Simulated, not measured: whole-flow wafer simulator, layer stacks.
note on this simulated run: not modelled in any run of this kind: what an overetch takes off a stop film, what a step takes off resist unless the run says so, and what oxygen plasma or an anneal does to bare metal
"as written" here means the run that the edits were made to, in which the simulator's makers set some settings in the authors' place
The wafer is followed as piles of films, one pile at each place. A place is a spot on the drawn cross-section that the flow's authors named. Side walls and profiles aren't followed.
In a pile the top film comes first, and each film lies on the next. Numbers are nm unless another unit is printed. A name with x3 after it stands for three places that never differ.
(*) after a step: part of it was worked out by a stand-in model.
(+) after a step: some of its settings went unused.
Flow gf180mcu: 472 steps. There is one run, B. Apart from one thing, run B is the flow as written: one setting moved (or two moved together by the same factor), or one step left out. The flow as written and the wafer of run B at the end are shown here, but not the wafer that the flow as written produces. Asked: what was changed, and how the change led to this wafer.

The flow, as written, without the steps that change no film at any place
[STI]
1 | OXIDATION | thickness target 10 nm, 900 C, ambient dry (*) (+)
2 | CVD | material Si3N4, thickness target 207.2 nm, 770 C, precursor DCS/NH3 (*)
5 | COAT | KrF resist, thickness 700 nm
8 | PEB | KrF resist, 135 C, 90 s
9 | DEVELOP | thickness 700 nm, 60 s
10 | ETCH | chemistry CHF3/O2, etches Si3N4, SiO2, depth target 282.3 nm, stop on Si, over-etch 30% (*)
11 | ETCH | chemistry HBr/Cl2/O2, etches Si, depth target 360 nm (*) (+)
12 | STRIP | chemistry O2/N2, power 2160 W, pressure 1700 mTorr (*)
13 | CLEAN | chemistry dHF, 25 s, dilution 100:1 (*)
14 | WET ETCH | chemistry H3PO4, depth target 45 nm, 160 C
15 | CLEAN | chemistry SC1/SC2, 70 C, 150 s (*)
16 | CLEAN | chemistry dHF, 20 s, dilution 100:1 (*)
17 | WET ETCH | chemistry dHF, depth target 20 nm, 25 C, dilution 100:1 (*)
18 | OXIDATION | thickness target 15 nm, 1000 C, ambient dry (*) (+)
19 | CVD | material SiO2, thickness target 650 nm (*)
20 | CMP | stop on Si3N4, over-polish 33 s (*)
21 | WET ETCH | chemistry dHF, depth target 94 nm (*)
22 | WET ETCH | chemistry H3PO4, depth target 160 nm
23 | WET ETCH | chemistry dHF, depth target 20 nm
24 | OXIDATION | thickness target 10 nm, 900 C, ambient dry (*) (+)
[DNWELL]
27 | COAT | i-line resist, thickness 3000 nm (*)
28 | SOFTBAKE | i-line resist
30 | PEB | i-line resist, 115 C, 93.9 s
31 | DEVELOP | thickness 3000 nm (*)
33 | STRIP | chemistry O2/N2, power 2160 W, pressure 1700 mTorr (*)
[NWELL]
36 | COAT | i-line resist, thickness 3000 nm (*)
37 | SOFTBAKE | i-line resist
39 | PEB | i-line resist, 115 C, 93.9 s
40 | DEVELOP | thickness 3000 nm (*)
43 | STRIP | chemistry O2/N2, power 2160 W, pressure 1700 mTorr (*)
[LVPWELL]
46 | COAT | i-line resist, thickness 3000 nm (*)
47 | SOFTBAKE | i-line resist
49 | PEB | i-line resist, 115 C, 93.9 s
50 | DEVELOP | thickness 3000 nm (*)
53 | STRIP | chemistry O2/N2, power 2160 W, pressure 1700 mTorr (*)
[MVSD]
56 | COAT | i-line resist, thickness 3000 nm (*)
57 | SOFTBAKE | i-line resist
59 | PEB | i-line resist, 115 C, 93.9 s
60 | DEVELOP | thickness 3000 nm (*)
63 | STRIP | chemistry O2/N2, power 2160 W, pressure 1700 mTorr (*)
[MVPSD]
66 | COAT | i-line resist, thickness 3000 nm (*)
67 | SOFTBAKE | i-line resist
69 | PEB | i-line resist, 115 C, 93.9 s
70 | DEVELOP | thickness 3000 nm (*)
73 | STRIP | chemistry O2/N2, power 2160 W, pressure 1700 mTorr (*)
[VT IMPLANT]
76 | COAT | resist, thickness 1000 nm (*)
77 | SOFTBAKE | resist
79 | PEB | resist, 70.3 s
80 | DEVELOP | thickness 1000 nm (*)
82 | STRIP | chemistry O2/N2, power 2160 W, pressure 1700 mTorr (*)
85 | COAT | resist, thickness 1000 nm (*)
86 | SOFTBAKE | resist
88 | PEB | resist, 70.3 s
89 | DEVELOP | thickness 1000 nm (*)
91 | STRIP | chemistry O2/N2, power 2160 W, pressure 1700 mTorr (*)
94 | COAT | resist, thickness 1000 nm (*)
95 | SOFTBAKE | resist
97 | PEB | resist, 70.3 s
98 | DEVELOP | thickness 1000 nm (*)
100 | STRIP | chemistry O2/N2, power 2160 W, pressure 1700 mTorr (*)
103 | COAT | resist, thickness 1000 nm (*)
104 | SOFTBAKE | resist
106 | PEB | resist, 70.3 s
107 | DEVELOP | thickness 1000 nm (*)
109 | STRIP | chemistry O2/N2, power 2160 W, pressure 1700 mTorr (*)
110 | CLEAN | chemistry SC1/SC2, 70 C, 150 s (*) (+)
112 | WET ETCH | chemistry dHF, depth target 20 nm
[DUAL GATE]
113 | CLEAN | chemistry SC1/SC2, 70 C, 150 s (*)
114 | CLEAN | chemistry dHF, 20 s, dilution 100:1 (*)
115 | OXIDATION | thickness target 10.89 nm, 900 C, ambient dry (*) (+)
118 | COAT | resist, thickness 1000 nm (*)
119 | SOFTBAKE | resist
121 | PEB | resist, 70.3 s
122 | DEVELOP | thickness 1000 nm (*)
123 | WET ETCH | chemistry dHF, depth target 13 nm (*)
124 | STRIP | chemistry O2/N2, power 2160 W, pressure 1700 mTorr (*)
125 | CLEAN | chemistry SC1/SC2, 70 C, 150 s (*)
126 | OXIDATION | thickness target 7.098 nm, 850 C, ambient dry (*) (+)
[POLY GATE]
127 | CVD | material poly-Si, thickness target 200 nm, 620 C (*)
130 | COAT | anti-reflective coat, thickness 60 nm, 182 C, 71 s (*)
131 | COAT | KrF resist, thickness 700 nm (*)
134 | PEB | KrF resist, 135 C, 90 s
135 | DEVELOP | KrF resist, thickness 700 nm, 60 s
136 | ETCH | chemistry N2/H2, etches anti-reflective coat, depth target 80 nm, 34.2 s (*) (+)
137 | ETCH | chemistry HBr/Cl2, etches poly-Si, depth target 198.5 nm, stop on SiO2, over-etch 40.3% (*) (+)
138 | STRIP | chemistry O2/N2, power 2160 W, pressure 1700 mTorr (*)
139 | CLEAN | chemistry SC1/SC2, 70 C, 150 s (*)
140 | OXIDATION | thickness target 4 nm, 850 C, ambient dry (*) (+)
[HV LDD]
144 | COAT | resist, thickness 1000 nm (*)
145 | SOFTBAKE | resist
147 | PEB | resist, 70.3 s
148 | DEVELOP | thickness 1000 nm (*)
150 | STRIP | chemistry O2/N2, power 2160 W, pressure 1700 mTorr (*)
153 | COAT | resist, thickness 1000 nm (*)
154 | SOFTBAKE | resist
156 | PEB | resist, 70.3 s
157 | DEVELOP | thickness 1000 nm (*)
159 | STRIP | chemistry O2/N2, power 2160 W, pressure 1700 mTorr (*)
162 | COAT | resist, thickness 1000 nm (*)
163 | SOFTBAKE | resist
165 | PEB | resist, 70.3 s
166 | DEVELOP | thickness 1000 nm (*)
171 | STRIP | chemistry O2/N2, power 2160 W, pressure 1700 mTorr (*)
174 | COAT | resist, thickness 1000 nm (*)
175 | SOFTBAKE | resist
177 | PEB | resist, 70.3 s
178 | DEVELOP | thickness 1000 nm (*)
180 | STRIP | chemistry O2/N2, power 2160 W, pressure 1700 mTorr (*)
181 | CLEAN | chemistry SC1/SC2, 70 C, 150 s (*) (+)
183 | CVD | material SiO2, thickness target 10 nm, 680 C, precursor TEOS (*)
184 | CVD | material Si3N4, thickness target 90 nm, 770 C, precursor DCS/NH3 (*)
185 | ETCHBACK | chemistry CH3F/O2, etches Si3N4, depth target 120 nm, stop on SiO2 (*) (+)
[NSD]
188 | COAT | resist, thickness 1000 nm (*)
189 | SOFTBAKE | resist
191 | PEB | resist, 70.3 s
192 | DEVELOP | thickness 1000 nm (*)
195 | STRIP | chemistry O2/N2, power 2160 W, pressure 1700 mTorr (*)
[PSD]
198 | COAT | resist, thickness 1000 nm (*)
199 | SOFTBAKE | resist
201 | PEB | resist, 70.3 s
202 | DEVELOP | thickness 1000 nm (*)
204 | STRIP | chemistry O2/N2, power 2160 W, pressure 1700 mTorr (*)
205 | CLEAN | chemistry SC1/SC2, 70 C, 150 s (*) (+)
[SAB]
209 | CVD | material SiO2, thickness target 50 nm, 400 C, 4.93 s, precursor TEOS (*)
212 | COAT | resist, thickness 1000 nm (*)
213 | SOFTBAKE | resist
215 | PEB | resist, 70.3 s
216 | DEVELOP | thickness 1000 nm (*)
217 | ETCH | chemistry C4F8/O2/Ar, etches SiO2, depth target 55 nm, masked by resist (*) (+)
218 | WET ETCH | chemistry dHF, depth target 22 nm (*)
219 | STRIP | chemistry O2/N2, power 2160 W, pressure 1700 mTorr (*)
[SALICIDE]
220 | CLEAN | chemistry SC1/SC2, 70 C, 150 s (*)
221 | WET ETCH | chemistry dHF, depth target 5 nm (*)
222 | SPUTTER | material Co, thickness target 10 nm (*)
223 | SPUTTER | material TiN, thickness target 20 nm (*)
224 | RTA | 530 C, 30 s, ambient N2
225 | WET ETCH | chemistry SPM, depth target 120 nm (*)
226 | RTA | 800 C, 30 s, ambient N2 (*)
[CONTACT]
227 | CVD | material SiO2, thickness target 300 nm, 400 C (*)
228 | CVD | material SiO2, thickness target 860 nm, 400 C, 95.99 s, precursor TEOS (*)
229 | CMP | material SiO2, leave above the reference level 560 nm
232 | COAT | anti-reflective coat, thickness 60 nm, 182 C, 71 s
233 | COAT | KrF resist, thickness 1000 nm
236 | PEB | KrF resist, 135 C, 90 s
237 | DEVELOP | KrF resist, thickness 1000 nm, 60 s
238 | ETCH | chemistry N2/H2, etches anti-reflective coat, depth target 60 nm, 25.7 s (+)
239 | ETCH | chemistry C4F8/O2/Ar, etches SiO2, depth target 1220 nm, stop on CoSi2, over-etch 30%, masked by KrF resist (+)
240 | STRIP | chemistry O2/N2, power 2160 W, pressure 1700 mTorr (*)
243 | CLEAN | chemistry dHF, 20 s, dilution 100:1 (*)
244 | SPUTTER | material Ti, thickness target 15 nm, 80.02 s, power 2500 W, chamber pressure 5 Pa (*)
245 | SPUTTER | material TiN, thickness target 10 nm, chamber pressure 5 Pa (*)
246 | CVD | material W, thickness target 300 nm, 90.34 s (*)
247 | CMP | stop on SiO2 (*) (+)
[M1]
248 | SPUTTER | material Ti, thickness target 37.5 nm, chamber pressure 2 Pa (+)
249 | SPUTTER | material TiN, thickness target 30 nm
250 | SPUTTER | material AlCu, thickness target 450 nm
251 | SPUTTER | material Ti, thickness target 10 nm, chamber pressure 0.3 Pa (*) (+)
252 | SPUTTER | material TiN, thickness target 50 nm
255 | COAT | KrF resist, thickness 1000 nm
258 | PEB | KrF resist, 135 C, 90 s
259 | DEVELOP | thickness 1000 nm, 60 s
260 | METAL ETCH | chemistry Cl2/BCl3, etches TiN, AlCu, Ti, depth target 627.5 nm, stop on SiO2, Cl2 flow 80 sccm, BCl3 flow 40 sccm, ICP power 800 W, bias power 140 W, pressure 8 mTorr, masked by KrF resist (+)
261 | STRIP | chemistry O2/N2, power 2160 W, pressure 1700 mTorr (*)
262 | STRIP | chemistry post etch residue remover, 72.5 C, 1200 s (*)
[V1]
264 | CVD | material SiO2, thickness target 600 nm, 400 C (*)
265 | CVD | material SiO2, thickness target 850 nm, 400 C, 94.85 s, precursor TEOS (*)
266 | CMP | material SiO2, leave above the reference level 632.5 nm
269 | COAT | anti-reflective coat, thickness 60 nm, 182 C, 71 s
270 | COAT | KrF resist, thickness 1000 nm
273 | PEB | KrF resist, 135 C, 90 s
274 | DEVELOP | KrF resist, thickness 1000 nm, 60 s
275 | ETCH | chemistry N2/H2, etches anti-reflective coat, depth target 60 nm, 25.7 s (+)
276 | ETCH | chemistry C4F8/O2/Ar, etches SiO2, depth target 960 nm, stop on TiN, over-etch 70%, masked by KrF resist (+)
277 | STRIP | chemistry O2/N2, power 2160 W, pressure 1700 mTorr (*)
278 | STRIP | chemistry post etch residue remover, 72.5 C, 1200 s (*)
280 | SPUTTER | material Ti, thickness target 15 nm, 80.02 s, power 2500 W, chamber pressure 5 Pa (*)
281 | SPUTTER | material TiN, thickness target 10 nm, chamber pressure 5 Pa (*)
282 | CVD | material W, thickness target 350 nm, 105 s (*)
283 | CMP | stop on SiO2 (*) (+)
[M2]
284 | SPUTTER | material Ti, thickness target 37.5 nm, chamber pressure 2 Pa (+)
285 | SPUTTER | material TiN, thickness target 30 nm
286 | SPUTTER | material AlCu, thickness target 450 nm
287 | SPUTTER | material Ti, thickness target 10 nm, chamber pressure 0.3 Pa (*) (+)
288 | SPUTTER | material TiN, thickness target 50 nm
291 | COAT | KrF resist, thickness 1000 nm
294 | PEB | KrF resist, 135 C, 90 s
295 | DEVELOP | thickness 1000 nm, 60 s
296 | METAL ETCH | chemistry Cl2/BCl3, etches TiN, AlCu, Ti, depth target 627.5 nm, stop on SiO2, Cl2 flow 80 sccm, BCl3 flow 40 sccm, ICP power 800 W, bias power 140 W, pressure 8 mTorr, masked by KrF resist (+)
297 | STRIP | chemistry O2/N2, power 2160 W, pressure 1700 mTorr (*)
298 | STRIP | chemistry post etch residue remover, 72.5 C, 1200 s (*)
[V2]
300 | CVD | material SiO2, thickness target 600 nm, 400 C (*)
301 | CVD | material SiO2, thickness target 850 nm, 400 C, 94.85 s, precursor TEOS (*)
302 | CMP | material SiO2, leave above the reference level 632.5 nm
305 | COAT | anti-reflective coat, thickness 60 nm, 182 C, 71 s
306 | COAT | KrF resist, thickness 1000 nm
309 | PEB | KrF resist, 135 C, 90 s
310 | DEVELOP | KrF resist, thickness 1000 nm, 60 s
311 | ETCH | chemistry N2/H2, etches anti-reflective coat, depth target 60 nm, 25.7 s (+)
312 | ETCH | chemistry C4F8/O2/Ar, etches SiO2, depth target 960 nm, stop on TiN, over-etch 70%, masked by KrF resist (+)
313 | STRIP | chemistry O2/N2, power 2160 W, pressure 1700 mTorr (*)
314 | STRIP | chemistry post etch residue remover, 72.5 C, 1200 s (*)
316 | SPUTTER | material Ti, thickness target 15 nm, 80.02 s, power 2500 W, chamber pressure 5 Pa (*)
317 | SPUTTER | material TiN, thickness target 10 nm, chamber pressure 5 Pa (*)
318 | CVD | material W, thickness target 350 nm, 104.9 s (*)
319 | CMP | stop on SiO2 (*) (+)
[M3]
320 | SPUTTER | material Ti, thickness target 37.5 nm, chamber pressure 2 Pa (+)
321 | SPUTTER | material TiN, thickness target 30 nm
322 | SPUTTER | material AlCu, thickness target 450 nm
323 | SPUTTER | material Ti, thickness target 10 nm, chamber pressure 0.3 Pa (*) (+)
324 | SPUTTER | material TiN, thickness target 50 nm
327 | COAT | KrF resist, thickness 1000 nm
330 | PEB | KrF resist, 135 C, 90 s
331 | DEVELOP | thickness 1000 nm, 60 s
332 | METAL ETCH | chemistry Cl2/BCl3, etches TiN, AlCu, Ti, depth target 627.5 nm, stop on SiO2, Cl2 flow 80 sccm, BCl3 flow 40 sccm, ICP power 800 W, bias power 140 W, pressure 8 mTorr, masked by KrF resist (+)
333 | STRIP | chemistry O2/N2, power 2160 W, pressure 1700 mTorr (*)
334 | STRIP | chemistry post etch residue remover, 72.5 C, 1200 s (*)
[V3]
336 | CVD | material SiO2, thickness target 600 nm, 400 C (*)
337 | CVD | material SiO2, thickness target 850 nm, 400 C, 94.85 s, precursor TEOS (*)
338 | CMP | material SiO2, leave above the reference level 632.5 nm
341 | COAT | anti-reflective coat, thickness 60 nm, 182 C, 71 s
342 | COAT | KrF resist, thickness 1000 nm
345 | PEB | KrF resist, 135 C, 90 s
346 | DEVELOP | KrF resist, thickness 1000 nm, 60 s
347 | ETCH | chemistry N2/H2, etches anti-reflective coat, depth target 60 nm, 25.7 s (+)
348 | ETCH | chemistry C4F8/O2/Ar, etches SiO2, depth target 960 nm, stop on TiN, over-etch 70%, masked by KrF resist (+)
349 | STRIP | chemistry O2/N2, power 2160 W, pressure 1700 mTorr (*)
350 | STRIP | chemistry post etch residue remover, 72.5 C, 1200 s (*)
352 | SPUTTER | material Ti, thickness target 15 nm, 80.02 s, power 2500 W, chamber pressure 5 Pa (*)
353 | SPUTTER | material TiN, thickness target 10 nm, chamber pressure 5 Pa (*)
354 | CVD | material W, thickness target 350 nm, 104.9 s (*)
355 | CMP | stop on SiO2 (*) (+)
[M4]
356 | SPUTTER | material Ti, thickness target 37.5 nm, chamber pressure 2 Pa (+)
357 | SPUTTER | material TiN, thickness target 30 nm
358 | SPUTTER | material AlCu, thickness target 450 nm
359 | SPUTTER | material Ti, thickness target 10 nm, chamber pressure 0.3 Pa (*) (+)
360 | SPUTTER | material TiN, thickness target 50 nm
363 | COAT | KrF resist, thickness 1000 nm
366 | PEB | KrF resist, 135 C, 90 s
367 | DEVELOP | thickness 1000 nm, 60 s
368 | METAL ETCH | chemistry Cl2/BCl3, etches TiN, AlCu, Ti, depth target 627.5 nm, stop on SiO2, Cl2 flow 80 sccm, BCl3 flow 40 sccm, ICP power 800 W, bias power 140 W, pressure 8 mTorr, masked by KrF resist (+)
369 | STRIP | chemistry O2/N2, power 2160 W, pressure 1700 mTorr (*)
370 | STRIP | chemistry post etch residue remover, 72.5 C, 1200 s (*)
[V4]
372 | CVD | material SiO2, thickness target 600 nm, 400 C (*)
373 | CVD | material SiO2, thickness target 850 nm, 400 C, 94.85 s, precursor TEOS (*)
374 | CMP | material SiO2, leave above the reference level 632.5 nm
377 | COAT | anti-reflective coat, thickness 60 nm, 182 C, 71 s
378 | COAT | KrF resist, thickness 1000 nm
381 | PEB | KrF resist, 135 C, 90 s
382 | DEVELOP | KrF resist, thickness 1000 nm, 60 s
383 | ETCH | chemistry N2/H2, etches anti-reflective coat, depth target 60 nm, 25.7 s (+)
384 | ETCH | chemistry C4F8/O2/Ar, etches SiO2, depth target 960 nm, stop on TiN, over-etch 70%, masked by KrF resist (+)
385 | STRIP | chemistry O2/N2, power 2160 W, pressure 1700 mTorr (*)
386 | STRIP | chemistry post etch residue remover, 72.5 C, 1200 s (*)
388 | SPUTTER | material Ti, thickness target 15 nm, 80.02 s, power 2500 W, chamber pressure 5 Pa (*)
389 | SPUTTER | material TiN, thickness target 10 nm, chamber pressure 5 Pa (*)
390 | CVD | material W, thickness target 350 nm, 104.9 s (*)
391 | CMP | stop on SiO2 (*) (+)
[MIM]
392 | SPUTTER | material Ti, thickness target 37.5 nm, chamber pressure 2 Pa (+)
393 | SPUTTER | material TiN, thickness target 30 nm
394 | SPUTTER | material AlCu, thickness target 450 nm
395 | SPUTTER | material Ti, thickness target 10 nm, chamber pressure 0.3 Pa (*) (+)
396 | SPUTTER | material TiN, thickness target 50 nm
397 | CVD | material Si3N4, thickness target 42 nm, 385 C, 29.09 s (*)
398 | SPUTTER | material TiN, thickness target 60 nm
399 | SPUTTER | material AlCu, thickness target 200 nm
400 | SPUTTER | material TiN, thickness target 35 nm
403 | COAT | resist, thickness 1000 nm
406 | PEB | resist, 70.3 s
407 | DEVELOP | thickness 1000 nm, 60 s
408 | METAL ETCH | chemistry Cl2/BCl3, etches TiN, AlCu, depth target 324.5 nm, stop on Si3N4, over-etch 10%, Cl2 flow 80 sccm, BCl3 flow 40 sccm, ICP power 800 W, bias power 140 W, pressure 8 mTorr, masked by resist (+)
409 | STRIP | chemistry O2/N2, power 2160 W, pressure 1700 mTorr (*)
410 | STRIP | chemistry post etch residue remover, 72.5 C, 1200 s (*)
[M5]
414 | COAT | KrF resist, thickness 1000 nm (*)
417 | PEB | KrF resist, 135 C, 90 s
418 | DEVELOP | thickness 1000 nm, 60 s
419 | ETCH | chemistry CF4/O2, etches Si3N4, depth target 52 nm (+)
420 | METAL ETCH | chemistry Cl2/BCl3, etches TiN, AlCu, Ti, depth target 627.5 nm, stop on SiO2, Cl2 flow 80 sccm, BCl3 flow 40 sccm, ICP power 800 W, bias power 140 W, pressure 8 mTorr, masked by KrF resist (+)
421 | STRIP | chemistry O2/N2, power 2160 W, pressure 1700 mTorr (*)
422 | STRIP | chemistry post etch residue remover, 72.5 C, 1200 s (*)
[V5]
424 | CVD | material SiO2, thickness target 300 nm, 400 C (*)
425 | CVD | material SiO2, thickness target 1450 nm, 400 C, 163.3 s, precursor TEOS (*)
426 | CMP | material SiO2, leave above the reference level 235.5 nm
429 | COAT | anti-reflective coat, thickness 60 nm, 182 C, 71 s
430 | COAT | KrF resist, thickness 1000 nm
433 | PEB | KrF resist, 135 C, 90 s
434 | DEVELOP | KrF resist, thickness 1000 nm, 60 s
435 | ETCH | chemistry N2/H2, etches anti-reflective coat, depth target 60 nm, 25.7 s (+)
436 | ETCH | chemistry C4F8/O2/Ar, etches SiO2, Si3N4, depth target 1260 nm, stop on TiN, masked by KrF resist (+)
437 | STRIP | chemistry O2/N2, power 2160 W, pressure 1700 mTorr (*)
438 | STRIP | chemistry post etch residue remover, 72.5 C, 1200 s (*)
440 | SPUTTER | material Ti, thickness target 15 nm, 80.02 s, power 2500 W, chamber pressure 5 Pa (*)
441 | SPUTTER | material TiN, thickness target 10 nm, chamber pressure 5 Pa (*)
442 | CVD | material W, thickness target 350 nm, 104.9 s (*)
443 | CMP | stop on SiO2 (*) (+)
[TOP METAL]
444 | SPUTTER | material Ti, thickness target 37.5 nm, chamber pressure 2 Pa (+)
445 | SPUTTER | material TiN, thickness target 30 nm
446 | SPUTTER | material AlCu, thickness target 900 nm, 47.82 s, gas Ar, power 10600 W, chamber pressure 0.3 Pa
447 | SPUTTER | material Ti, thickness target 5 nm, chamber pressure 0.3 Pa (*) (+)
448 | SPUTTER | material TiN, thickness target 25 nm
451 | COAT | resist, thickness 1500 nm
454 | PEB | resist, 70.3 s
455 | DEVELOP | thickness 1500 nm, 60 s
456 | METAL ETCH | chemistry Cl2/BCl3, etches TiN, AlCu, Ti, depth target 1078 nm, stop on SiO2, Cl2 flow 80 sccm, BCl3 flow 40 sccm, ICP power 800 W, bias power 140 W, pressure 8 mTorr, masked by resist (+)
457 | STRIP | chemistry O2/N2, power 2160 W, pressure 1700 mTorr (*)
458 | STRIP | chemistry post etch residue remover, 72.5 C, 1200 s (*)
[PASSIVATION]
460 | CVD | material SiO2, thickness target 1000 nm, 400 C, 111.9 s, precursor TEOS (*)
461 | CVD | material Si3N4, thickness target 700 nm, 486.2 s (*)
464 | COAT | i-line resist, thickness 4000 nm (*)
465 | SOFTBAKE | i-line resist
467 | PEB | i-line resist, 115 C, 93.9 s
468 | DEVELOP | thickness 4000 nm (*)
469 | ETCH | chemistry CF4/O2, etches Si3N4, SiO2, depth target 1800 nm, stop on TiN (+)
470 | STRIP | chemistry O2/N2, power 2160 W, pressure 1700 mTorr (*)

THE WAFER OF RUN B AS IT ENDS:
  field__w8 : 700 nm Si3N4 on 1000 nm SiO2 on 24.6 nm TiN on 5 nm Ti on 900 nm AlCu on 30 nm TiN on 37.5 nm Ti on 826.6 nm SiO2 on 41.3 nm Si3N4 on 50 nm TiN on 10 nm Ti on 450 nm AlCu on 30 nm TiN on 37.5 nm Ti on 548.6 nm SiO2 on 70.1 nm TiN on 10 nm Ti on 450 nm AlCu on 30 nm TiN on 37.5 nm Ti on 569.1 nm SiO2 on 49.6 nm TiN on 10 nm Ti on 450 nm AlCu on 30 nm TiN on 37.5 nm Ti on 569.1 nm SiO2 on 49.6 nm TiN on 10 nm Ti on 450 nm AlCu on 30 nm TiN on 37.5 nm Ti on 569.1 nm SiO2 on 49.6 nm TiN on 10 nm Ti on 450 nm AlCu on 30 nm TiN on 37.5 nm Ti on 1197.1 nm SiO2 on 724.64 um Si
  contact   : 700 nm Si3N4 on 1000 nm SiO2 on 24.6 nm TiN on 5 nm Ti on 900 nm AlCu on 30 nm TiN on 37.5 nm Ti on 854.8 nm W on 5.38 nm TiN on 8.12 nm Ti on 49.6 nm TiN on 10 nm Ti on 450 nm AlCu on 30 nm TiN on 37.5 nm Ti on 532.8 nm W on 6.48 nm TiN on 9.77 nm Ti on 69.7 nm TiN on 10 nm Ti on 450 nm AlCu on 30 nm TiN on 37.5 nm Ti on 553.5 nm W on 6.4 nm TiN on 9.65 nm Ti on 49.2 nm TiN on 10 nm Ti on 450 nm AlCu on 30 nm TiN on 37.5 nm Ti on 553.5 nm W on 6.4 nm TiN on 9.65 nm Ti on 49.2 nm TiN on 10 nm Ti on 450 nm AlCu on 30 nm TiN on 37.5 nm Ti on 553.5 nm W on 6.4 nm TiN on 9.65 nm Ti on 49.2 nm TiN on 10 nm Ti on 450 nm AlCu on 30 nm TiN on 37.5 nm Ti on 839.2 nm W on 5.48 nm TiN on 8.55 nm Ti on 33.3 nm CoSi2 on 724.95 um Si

What caused this: step 360, SPUTTER: thickness target 70.5 nm was run, while the flow as written has thickness target 50 nm.

Step by step, how the change led to this:
  360 | SPUTTER | material TiN, thickness target 50 nm
      field, field__w1, field__w2 and 108 more: TiN gains 70.5 (new film) (it would be, as written: TiN gains 50 (new film))
  368 | METAL ETCH | chemistry Cl2/BCl3, etches TiN, AlCu, Ti, depth target 627.5 nm, stop on SiO2, Cl2 flow 80 sccm, BCl3 flow 40 sccm, ICP power 800 W, bias power 140 W, pressure 8 mTorr, masked by KrF resist (+)
      field, field__w1, field__w2 and 103 more: TiN loses 70.5 (all of it), Ti loses 10 (all of it), AlCu loses 450 (all of it), TiN loses 30 (all of it), Ti loses 37.5 (all of it) (it would be, as written: TiN loses 50 (all of it), Ti loses 10 (all of it), AlCu loses 450 (all of it), TiN loses 30 (all of it), Ti loses 37.5 (all of it))
  374 | CMP | material SiO2, leave above the reference level 632.5 nm
      field__w8, contact, m1, m1__w1, m1_nw: SiO2 loses 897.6 (it would be, as written: SiO2 loses 877.1)
  384 | ETCH | chemistry C4F8/O2/Ar, etches SiO2, depth target 960 nm, stop on TiN, over-etch 70%, masked by KrF resist (+)
      field, field__w1, field__w2 and 107 more: KrF resist loses 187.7 (it would be, as written: KrF resist loses 192)
      contact: SiO2 loses 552 (all of it) (it would be, as written: SiO2 loses 572.5 (all of it))
  390 | CVD | material W, thickness target 350 nm, 104.9 s (*)
      contact: W gains 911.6 (new film) (it would be, as written: W gains 932.3 (new film))
